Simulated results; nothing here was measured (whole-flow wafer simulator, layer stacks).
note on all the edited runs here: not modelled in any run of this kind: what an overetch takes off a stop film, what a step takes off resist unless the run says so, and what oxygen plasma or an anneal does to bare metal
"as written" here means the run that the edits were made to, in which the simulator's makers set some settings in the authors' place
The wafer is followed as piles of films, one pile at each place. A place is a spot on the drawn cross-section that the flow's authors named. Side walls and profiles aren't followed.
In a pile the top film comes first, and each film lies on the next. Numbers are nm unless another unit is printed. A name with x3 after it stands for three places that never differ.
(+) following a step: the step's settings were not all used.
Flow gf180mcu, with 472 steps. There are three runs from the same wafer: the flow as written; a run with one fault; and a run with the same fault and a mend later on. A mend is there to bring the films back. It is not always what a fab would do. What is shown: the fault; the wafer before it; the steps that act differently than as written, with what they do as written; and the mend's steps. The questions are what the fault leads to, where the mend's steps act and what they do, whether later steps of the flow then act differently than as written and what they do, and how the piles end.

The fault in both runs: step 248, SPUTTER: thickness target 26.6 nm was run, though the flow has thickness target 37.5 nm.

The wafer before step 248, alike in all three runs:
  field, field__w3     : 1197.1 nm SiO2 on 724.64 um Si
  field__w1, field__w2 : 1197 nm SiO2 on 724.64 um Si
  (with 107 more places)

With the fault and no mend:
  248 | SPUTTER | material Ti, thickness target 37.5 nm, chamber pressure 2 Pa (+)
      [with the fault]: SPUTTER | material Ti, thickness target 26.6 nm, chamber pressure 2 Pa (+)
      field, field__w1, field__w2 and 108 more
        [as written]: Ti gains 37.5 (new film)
        [with the fault]: Ti gains 26.6 (new film)
  Steps later in the flow that act otherwise than as written:
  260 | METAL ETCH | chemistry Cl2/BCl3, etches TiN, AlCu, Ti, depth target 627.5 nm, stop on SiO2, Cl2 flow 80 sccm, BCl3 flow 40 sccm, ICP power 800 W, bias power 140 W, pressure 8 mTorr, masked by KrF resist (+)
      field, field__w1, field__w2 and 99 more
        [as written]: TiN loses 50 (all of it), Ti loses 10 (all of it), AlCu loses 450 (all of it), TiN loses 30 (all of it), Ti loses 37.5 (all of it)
        [with the fault]: TiN loses 50 (all of it), Ti loses 10 (all of it), AlCu loses 450 (all of it), TiN loses 30 (all of it), Ti loses 26.6 (all of it)
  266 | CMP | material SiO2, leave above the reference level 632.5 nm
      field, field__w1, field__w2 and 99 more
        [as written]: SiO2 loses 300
        [with the fault]: SiO2 loses 310.9
  By the end, the piles at field__w8, contact, m1 and 6 more depart from the flow's by more than 2% or 0.5 nm, whichever is larger.
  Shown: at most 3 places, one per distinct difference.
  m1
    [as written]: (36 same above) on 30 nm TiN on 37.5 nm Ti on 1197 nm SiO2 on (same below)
    [with the fault]: (36 same above) on 30 nm TiN on 26.6 nm Ti on 1197 nm SiO2 on (same below)
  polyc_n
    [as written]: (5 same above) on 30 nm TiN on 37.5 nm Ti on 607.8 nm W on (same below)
    [with the fault]: (5 same above) on 30 nm TiN on 26.6 nm Ti on 607.8 nm W on (same below)
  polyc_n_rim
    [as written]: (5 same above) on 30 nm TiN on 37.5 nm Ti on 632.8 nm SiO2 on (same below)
    [with the fault]: (5 same above) on 30 nm TiN on 26.6 nm Ti on 632.8 nm SiO2 on (same below)

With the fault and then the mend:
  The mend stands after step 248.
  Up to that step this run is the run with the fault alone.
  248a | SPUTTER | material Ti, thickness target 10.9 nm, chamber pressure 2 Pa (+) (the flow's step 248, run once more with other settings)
      field, field__w1, field__w2 and 108 more
        Ti gains 10.9
  None of the later steps of the flow acts differently than as written at any place that is followed.
  At every place that both follow, the piles at the end match the flow's.
